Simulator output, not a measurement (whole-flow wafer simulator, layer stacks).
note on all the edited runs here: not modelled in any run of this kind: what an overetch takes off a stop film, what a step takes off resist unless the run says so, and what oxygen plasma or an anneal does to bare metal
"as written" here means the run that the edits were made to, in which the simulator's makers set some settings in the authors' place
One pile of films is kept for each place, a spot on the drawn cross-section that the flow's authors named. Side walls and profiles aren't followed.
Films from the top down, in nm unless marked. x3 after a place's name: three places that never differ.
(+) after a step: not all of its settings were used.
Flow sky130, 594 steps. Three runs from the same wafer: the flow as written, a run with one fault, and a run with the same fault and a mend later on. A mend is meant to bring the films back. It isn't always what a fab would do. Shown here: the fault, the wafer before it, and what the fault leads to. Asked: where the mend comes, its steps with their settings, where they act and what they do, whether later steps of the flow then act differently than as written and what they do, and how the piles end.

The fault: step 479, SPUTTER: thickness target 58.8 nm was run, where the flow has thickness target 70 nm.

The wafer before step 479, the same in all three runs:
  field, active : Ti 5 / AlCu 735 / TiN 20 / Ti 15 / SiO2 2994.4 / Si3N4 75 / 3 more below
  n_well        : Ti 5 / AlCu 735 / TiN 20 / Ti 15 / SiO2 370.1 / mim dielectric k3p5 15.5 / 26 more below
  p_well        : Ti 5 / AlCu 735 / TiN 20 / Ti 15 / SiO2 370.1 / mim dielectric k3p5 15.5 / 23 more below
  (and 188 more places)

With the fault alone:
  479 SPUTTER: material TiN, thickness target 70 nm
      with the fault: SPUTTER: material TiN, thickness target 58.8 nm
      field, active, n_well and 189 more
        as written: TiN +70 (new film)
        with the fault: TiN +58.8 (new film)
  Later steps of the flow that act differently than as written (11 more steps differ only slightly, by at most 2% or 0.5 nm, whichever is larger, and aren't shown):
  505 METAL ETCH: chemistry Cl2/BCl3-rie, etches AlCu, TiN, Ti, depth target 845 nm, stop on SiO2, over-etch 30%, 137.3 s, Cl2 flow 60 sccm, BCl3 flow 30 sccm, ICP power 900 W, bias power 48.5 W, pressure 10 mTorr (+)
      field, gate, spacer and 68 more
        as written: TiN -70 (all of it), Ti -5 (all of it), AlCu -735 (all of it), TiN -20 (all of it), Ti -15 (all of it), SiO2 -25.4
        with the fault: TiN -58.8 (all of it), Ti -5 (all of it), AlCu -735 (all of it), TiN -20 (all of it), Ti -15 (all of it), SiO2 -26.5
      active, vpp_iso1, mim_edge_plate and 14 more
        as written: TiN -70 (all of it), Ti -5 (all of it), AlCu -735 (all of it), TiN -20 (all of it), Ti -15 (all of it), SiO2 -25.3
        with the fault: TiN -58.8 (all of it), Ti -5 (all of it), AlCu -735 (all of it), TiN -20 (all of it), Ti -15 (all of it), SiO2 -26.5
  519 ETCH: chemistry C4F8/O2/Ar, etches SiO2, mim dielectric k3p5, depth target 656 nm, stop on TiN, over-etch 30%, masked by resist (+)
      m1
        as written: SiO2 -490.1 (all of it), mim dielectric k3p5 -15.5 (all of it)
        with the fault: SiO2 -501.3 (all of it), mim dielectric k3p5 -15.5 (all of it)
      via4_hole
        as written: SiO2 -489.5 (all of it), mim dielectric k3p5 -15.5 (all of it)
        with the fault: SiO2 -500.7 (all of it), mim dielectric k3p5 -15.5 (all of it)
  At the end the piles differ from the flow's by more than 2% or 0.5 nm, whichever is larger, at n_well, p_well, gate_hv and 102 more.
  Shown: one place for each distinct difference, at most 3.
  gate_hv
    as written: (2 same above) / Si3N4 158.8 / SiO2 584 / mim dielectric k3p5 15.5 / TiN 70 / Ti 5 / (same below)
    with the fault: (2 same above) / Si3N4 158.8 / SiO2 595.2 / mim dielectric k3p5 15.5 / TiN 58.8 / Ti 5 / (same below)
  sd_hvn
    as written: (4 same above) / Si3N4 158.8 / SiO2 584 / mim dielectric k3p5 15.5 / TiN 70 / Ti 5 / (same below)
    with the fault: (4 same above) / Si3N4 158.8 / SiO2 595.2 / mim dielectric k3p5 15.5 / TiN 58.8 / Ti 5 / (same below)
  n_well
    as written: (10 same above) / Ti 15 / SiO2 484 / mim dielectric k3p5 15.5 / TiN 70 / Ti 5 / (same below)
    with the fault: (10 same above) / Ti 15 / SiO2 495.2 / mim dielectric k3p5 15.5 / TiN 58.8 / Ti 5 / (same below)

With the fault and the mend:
  The mend comes after step 479.
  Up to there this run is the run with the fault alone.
  479a SPUTTER: material TiN, thickness target 11.2 nm (the flow's step 479 once more, with other settings)
      field, active, n_well and 189 more
        TiN +11.2
  No later step of the flow acts differently than as written at any place that is followed.
  At the end the piles are the same as the flow's at every place that both follow.
